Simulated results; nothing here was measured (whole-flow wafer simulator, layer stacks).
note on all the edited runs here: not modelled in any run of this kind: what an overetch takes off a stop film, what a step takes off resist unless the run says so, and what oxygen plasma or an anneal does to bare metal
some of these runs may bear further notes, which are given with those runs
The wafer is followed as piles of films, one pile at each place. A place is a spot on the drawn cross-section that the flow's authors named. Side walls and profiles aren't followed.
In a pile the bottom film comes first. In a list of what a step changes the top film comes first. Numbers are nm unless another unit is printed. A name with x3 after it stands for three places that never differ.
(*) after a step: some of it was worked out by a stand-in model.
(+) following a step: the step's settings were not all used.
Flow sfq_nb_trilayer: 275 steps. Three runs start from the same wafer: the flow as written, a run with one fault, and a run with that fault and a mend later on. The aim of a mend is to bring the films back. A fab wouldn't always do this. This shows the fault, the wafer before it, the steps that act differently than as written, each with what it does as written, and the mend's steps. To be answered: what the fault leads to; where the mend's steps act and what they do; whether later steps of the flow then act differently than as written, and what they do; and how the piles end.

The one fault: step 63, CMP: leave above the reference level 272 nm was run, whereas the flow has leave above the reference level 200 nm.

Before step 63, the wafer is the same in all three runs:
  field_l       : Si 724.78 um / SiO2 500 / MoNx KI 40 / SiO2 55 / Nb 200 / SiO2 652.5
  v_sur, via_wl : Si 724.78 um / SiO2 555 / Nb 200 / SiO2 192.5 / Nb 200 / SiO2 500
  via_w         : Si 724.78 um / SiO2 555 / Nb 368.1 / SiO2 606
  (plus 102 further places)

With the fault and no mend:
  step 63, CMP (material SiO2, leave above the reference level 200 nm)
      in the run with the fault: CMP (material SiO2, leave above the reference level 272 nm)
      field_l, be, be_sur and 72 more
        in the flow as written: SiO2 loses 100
        in the run with the fault: SiO2 loses 28
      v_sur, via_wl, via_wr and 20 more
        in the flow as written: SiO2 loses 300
        in the run with the fault: SiO2 loses 228
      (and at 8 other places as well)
  Later steps of the flow acting differently than as written (4 more steps, not shown, differ only slightly: by at most 2% or 0.5 nm, whichever is larger):
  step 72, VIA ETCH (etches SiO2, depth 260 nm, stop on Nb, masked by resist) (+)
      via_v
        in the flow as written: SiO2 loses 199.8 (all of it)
        in the run with the fault: SiO2 loses 260
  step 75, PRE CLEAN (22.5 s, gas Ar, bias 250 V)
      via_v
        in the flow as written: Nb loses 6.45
        in the run with the fault: SiO2 loses 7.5
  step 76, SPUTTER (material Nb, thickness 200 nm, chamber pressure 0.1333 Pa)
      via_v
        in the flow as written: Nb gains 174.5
        in the run with the fault: Nb gains 163.1 (new film)
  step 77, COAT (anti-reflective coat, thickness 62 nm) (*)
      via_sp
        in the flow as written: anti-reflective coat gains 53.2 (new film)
        in the run with the fault: anti-reflective coat gains 51.9 (new film)
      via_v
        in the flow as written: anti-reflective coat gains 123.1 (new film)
        in the run with the fault: anti-reflective coat gains 136.1 (new film)
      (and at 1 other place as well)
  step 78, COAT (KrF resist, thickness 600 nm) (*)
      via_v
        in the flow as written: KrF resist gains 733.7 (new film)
        in the run with the fault: KrF resist gains 783.4 (new film)
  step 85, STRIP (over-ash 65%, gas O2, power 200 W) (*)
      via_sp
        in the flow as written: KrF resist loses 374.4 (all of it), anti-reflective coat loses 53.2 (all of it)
        in the run with the fault: KrF resist loses 370.4 (all of it), anti-reflective coat loses 51.9 (all of it)
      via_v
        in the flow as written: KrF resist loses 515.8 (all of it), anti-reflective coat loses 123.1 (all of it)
        in the run with the fault: KrF resist loses 565.3 (all of it), anti-reflective coat loses 136.1 (all of it)
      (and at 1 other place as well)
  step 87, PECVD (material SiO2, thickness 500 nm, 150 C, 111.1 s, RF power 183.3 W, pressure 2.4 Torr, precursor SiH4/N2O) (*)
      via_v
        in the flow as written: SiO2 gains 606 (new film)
        in the run with the fault: SiO2 gains 678.7 (new film)
  The piles end different from the flow's at field_l, v_sur, via_wl and 103 more by more than 2% or 0.5 nm, whichever is larger.
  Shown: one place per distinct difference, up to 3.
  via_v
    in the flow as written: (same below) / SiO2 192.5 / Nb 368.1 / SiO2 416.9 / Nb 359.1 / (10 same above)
    in the run with the fault: (same below) / SiO2 192.5 / Nb 200 / SiO2 4.34 / Nb 163.1 / SiO2 489.6 / Nb 359.1 / (10 same above)
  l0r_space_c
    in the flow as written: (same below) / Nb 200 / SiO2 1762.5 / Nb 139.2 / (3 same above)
    in the run with the fault: (same below) / Nb 200 / SiO2 1834.5 / Nb 139.2 / (3 same above)
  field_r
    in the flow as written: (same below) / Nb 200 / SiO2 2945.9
    in the run with the fault: (same below) / Nb 200 / SiO2 3017.9

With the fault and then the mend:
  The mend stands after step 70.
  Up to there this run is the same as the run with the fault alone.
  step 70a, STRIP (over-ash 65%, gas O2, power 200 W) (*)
      field_l, v_sur, via_wl and 102 more
        KrF resist loses 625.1 (all of it), anti-reflective coat loses 62 (all of it)
      via_v
        anti-reflective coat loses 62 (all of it)
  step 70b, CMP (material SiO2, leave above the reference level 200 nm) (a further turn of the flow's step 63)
      field_l, v_sur, via_wl and 103 more
        SiO2 loses 72
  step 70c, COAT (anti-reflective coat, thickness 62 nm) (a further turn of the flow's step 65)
      field_l, v_sur, via_wl and 103 more
        anti-reflective coat gains 62 (new film)
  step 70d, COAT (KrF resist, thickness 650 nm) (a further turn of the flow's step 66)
      field_l, v_sur, via_wl and 103 more
        KrF resist gains 650 (new film)
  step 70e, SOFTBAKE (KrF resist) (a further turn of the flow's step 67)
      leaves every film unchanged at each place that is followed
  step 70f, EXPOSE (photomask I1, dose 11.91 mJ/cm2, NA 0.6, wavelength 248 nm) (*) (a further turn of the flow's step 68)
      leaves every film unchanged at each place that is followed
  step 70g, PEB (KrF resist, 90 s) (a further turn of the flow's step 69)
      field_l, v_sur, via_wl and 103 more
        KrF resist loses 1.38
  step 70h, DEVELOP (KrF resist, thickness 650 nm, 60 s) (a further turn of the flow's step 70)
      field_l, v_sur, via_wl and 102 more
        KrF resist loses 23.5
      via_v
        KrF resist loses 648.6 (all of it)
  None of the later steps of the flow acts differently than as written at any place that is followed.
  The piles end the same as the flow's at every place that both follow.
